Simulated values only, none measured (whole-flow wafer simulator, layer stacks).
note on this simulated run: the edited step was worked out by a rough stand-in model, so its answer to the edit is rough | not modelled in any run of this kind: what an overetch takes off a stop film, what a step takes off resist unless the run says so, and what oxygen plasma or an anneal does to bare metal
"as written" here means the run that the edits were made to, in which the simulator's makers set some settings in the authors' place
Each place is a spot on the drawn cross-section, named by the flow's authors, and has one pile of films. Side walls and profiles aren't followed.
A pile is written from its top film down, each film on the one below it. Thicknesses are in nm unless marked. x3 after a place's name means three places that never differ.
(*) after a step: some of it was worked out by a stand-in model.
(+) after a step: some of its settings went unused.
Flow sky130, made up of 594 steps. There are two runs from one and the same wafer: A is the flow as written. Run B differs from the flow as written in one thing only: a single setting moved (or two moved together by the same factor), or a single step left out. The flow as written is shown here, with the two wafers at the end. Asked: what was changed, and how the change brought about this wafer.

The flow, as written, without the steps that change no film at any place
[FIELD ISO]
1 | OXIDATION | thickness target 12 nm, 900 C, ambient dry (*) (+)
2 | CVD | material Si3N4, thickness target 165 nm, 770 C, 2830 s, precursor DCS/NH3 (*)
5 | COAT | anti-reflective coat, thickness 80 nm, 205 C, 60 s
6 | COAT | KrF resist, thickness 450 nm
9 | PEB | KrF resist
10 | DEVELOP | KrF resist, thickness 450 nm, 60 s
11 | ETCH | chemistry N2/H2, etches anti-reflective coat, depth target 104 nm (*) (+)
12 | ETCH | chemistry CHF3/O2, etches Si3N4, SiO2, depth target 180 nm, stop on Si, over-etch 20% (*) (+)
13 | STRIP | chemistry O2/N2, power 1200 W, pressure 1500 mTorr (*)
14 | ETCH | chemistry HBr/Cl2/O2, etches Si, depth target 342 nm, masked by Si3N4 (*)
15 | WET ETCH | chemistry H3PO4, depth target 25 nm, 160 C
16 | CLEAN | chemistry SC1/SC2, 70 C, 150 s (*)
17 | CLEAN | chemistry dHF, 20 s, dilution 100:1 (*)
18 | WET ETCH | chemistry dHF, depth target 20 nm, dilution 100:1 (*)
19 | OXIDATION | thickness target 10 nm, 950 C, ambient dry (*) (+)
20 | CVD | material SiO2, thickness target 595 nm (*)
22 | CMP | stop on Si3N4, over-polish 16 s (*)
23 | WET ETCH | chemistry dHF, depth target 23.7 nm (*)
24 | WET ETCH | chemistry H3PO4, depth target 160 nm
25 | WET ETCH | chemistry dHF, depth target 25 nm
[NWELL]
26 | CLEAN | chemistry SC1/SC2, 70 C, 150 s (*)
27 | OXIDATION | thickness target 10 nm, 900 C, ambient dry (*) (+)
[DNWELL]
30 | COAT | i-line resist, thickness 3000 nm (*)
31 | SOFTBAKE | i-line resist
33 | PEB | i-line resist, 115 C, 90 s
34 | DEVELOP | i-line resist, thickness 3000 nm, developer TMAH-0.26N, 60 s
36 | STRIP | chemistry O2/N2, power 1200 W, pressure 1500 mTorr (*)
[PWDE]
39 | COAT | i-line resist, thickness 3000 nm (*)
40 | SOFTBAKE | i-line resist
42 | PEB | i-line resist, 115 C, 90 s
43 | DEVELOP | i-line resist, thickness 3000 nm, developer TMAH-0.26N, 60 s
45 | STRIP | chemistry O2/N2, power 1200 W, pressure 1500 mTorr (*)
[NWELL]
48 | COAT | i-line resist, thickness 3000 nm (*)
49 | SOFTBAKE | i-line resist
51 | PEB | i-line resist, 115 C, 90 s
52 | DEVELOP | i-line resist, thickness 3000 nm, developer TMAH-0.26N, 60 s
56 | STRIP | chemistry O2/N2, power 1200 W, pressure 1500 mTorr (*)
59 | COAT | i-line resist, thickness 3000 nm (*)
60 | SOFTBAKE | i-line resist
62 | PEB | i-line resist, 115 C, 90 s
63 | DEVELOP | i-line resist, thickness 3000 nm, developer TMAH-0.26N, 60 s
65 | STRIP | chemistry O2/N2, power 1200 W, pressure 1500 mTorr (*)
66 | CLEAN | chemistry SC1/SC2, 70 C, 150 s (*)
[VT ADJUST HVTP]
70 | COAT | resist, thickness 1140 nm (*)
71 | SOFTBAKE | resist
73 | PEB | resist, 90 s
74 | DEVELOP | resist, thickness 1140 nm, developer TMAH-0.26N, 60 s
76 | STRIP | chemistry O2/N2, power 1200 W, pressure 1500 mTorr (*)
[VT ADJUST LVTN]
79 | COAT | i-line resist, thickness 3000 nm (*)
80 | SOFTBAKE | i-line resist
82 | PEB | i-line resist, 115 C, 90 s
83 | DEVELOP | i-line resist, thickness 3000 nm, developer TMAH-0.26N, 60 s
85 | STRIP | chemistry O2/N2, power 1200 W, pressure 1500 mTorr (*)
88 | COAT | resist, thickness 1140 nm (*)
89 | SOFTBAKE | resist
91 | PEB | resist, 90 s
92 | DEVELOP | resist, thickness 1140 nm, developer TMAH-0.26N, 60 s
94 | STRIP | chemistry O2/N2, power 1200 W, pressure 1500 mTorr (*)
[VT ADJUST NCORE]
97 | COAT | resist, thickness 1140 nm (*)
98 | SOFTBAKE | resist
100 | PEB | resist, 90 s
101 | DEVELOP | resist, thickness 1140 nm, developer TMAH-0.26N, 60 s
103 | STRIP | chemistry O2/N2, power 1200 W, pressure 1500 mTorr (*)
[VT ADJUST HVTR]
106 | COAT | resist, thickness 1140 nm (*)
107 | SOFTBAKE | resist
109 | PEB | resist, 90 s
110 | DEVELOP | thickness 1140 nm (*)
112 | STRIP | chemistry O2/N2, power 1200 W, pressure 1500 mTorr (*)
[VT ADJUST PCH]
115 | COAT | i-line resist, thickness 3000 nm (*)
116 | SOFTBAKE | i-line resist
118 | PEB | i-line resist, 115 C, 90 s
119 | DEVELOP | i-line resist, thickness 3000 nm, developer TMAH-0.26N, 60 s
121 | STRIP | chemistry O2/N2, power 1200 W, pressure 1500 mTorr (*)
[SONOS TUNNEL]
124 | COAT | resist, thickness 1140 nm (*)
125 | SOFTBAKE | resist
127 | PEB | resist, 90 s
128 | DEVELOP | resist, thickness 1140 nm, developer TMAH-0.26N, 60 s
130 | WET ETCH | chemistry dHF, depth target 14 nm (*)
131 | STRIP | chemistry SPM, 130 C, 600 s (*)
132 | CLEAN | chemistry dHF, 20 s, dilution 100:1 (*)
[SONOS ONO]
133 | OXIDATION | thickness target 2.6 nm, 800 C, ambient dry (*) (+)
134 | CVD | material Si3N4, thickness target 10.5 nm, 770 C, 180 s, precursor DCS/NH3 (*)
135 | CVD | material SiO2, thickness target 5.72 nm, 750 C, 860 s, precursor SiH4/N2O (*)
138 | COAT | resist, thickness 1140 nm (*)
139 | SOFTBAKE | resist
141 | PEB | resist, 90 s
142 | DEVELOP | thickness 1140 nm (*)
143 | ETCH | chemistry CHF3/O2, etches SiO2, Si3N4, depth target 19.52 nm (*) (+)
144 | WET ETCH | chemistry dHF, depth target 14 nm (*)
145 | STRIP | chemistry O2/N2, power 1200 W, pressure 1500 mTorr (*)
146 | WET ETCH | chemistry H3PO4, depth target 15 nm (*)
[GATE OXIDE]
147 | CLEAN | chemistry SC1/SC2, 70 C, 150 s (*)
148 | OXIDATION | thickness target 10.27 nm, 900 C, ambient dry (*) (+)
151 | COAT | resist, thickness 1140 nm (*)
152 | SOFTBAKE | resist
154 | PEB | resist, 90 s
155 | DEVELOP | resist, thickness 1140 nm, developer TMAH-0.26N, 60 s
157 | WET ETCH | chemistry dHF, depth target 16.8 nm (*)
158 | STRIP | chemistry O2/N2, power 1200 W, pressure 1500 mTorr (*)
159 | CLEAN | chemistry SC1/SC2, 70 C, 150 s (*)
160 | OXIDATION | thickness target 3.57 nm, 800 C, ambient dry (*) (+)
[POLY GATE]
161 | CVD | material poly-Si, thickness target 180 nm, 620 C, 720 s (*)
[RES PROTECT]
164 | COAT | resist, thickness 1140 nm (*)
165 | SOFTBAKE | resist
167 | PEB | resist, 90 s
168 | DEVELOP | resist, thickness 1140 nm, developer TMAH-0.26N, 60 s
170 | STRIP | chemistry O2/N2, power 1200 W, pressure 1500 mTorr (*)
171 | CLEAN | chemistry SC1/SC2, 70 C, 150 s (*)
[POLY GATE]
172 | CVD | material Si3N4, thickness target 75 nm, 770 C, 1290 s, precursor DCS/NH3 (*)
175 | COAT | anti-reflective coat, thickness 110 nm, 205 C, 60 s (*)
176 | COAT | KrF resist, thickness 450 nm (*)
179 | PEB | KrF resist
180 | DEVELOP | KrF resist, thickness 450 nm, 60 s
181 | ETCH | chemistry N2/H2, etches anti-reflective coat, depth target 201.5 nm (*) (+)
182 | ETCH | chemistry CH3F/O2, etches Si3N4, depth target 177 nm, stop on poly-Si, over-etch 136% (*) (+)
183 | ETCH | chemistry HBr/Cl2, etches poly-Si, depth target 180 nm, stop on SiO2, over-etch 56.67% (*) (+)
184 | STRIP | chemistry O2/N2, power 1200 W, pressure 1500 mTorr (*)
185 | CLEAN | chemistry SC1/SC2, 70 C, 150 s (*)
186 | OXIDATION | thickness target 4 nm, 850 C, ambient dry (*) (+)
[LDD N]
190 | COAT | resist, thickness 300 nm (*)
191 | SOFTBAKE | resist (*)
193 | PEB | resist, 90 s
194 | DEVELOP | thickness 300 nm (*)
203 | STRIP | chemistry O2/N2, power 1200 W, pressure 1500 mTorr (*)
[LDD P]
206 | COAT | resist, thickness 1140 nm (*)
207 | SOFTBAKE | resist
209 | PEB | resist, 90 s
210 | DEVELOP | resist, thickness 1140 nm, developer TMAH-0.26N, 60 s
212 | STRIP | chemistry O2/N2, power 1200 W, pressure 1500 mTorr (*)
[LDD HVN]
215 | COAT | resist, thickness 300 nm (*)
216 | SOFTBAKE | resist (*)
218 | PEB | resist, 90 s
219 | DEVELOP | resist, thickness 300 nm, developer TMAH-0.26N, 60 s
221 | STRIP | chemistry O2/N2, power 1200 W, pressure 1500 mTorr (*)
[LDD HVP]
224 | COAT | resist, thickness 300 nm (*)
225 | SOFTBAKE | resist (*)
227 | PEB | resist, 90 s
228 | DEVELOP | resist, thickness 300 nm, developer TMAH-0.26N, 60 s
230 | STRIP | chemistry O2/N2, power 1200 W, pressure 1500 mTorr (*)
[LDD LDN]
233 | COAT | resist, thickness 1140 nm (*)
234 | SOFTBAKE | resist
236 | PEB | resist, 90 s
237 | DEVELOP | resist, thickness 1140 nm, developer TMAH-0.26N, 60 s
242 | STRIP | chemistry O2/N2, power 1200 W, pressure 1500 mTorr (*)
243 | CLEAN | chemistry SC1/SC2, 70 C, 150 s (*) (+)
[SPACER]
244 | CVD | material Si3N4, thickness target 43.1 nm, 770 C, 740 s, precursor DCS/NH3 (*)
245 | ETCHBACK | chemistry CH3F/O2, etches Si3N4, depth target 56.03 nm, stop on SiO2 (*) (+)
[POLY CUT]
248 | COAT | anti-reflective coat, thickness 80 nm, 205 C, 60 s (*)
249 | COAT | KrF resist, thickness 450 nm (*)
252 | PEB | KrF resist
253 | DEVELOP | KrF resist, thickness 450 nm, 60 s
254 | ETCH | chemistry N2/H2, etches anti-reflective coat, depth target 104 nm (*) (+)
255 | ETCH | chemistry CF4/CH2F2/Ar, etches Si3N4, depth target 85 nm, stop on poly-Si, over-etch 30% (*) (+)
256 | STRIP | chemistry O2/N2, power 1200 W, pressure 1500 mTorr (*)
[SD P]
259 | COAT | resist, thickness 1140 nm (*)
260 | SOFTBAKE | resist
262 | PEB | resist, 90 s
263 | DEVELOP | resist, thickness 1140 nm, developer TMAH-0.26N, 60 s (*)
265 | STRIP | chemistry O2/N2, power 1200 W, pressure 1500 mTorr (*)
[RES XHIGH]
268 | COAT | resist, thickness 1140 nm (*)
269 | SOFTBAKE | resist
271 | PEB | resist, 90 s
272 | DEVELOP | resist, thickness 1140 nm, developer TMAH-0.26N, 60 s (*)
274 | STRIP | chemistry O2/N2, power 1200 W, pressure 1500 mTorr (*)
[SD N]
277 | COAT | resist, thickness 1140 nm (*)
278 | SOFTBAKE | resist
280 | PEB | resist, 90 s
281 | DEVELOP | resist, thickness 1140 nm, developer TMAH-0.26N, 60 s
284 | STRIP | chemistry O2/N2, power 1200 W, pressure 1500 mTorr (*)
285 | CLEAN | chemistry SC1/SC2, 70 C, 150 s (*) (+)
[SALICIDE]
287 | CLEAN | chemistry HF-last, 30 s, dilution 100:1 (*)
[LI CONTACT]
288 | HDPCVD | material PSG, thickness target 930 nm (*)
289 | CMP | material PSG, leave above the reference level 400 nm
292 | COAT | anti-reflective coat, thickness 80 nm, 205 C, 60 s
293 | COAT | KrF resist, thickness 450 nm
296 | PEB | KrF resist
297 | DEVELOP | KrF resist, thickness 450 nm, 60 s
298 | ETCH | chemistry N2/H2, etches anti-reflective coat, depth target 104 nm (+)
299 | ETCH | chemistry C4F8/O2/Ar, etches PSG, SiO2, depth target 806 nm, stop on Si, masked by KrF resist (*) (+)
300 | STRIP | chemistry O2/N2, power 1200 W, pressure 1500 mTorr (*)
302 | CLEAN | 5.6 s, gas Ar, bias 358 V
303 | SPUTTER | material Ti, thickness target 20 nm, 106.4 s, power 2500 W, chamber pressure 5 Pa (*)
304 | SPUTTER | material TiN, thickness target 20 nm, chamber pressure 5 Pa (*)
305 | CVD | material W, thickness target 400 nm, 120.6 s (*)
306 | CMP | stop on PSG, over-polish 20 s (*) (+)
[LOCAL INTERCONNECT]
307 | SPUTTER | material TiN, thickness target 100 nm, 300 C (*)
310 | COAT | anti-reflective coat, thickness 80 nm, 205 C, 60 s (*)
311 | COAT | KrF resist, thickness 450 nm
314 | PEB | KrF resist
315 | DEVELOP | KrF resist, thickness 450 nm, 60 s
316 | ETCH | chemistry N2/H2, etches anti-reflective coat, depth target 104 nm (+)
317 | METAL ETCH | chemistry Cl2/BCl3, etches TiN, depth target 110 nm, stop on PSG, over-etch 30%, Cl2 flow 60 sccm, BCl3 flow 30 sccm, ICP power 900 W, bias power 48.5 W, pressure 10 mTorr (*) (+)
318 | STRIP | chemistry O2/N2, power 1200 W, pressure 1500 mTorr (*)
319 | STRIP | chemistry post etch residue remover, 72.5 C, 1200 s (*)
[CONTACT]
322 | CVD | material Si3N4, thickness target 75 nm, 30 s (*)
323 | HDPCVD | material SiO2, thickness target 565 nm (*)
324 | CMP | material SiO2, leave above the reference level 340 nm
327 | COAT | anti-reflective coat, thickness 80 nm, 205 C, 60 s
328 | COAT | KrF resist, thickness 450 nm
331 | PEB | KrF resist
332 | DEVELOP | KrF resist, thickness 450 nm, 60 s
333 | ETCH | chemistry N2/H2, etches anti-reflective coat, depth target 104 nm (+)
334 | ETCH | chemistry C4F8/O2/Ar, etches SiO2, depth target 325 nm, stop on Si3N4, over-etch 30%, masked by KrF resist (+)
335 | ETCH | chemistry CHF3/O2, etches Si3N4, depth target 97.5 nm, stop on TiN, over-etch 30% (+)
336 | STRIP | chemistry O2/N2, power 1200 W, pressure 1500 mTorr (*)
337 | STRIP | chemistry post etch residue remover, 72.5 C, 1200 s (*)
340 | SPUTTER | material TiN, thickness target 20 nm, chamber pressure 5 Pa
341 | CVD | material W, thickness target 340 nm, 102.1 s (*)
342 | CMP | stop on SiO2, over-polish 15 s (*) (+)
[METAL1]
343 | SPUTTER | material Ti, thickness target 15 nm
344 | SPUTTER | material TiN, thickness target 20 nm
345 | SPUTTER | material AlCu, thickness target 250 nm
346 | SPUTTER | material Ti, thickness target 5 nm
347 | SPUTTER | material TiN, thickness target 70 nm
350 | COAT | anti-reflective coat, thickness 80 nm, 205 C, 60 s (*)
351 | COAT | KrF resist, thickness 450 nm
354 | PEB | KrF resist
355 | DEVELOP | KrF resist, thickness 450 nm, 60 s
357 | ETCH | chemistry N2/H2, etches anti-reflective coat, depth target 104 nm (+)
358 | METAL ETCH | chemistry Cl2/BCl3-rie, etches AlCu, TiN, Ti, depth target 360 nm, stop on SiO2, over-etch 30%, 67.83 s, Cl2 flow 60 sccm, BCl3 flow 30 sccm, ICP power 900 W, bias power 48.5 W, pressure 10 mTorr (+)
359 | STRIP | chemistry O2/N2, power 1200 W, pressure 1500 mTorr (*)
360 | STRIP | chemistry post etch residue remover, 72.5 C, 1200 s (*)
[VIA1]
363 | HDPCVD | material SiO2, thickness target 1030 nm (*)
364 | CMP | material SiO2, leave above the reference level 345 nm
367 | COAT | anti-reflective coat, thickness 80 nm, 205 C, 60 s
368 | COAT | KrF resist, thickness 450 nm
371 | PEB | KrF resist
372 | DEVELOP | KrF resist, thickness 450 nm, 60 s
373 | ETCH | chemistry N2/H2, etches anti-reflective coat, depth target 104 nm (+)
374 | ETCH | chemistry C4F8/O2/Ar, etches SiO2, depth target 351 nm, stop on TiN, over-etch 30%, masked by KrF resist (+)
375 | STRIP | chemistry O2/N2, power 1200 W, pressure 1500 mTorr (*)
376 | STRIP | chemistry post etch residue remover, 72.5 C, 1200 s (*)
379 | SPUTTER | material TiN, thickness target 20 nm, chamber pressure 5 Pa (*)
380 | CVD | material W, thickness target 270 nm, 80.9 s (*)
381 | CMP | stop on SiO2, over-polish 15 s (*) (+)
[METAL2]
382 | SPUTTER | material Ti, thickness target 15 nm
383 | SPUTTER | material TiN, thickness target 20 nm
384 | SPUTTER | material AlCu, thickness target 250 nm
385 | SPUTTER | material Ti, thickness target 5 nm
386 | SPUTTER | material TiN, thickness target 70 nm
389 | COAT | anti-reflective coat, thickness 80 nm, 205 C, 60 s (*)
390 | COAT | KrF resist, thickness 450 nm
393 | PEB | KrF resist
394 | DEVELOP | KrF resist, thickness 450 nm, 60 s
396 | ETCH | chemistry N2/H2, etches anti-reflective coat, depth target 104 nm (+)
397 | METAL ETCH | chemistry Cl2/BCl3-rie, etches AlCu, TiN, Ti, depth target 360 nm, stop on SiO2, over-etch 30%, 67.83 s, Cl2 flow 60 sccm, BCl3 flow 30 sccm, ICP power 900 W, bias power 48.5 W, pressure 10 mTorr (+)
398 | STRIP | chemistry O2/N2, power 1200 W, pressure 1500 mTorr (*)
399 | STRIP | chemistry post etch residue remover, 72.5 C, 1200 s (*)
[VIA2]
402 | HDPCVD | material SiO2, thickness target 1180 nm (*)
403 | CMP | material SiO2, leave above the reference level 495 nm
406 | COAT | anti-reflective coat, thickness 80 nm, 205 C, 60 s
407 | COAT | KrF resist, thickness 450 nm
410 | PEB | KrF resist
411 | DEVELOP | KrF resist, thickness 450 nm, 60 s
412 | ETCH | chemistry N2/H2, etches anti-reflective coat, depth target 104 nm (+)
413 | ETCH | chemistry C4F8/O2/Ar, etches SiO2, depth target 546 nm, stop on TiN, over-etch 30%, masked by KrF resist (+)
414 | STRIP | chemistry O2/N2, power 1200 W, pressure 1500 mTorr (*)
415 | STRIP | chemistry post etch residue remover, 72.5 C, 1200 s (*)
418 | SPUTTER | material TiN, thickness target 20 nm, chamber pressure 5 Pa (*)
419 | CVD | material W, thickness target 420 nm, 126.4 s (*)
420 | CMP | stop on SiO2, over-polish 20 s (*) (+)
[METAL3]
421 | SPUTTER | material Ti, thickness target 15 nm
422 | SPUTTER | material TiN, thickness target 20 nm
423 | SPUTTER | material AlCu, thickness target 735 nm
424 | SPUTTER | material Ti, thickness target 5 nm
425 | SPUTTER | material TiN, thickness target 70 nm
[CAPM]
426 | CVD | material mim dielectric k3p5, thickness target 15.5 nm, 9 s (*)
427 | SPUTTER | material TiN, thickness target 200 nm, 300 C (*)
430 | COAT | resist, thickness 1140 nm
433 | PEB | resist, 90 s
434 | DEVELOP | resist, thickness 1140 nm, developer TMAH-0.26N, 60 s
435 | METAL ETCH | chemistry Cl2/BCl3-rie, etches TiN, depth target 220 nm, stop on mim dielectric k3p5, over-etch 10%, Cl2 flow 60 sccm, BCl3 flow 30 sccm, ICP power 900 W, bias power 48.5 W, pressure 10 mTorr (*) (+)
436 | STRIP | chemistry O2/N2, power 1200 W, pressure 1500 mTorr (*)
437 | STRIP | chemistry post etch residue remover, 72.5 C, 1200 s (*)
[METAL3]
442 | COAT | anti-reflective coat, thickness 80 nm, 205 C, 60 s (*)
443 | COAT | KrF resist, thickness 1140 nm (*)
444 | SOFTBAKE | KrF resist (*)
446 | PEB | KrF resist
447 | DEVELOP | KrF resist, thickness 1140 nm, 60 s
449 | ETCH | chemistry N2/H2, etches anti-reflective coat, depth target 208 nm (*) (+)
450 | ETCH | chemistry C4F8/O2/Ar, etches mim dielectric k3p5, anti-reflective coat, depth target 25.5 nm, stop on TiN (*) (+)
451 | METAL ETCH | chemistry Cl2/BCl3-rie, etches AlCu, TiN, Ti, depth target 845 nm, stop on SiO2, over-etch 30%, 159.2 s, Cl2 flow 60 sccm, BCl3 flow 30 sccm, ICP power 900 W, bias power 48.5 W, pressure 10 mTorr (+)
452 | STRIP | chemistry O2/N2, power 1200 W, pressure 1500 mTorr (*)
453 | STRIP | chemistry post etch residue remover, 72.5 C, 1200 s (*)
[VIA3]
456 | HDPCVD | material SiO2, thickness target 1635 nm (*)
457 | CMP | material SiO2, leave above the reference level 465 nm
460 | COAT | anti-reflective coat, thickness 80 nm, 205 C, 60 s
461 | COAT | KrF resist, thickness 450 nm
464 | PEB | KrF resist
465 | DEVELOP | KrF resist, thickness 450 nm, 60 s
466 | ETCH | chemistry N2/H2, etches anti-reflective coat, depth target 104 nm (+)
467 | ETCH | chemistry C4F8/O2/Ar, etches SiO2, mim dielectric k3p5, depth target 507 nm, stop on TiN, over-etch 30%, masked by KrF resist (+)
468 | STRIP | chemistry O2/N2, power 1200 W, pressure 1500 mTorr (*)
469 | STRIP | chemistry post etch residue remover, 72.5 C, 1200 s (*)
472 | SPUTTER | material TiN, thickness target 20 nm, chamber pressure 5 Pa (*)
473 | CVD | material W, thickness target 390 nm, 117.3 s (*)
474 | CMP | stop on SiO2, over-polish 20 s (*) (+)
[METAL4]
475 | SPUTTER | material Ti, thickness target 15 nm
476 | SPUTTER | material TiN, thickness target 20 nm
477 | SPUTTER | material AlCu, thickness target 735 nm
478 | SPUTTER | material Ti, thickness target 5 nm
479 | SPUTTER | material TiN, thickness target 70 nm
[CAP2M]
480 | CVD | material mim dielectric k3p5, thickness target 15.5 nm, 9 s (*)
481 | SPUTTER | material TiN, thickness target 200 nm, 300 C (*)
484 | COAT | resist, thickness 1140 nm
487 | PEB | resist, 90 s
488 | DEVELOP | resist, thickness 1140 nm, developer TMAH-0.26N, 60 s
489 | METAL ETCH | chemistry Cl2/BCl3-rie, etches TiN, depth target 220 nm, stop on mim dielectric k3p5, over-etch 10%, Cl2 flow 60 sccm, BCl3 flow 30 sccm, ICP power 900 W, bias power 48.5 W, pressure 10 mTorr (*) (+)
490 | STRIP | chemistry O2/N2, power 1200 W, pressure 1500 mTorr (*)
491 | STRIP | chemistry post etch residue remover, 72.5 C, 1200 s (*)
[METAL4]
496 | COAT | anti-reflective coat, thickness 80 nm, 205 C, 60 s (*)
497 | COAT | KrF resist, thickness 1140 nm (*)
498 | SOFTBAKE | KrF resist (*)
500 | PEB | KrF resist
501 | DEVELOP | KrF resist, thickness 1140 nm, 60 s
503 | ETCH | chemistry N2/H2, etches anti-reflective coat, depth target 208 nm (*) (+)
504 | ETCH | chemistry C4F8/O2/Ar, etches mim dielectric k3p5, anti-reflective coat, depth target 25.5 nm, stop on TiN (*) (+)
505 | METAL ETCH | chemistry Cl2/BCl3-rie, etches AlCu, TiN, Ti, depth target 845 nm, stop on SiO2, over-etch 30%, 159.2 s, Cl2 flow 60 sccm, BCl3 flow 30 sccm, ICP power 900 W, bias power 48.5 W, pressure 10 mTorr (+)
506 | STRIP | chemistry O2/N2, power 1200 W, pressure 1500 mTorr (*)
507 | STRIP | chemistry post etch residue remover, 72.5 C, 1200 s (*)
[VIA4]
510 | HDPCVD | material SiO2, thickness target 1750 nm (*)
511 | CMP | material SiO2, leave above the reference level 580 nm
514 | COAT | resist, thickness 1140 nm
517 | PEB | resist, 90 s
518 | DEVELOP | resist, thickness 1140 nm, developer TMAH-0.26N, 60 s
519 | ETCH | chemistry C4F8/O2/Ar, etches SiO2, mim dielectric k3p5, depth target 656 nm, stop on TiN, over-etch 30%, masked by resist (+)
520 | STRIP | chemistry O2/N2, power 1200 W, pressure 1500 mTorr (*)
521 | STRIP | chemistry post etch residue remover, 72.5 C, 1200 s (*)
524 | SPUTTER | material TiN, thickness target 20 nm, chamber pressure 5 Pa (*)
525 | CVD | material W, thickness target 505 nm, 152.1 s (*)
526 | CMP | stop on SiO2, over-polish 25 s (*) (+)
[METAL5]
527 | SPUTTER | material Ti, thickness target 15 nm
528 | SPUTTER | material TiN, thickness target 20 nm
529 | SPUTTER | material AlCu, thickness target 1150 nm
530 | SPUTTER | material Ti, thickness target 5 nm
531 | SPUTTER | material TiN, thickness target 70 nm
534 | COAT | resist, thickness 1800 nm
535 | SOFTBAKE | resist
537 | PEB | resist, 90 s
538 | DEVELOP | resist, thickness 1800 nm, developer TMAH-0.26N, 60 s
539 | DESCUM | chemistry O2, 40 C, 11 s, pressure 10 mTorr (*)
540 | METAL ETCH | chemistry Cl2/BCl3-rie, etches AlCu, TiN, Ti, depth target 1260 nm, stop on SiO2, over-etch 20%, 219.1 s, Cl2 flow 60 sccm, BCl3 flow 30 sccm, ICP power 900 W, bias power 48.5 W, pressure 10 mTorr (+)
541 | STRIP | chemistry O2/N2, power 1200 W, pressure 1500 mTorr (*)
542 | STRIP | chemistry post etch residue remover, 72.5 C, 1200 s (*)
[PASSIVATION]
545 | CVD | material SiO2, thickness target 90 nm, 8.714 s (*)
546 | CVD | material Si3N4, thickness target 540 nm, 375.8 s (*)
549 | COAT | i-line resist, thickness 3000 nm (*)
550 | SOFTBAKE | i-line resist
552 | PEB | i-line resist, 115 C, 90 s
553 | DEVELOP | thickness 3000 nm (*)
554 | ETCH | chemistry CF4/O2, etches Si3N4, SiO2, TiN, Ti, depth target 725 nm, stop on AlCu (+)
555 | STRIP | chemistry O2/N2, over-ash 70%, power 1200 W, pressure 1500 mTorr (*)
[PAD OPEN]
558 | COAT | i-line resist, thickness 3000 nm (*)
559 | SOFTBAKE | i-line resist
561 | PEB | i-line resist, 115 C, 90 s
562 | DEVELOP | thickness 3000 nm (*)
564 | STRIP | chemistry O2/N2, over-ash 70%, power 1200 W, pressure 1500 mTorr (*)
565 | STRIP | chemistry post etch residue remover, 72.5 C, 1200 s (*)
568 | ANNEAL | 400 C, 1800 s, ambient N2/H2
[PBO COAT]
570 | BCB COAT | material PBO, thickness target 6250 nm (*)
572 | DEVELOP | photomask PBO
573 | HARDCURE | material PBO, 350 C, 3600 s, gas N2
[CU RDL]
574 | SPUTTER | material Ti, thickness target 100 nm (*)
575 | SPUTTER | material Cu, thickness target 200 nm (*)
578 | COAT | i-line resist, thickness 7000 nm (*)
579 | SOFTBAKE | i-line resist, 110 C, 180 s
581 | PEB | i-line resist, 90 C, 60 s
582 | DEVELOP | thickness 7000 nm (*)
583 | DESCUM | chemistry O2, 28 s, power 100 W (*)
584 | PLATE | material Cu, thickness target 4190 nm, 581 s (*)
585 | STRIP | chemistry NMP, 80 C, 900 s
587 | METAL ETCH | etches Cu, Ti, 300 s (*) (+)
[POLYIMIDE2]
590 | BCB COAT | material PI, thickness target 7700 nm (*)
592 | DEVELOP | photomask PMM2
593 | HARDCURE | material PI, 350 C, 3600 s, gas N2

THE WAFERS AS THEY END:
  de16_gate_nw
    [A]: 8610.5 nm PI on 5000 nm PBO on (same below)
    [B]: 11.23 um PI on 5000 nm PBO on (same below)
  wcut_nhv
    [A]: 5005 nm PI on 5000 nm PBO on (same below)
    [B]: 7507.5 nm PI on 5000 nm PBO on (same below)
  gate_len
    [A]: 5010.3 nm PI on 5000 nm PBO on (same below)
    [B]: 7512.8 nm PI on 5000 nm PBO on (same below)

The reason: step 590, BCB COAT: thickness target 11550 nm was run, though the flow has thickness target 7700 nm.

Step by step, how the change led to this:
  590 | BCB COAT | material PI, thickness target 7700 nm (*)
      dice_street, wcut_nhv, wcut_phv and 14 more: A PI gains 7700 (new film) | B PI gains 11.55 um (new film)
      mim_edge_plate_strap, mim_edge_plate, mim_edge_gap, mim_edge_gap_sheet: A PI gains 7702.7 (new film) | B PI gains 11.55 um (new film)
      (as well as at 172 more places)
  592 | DEVELOP | photomask PMM2
      pad: A PI loses 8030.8 (all of it) | B PI loses 11.88 um (all of it)
  593 | HARDCURE | material PI, 350 C, 3600 s, gas N2
      dice_street, wcut_nhv, wcut_phv and 15 more: A PI loses 2695 | B PI loses 4042.5
      gate_p_lg05, gate_p_lg10, gate_len, gate_lvt_sd_len, gate_p_sd_len, gate_p_hvt_sd_len, gate_p_lvt_sd_len, gate_len_250: A PI loses 2695.1 | B PI loses 4042.6
      (as well as at 166 more places)
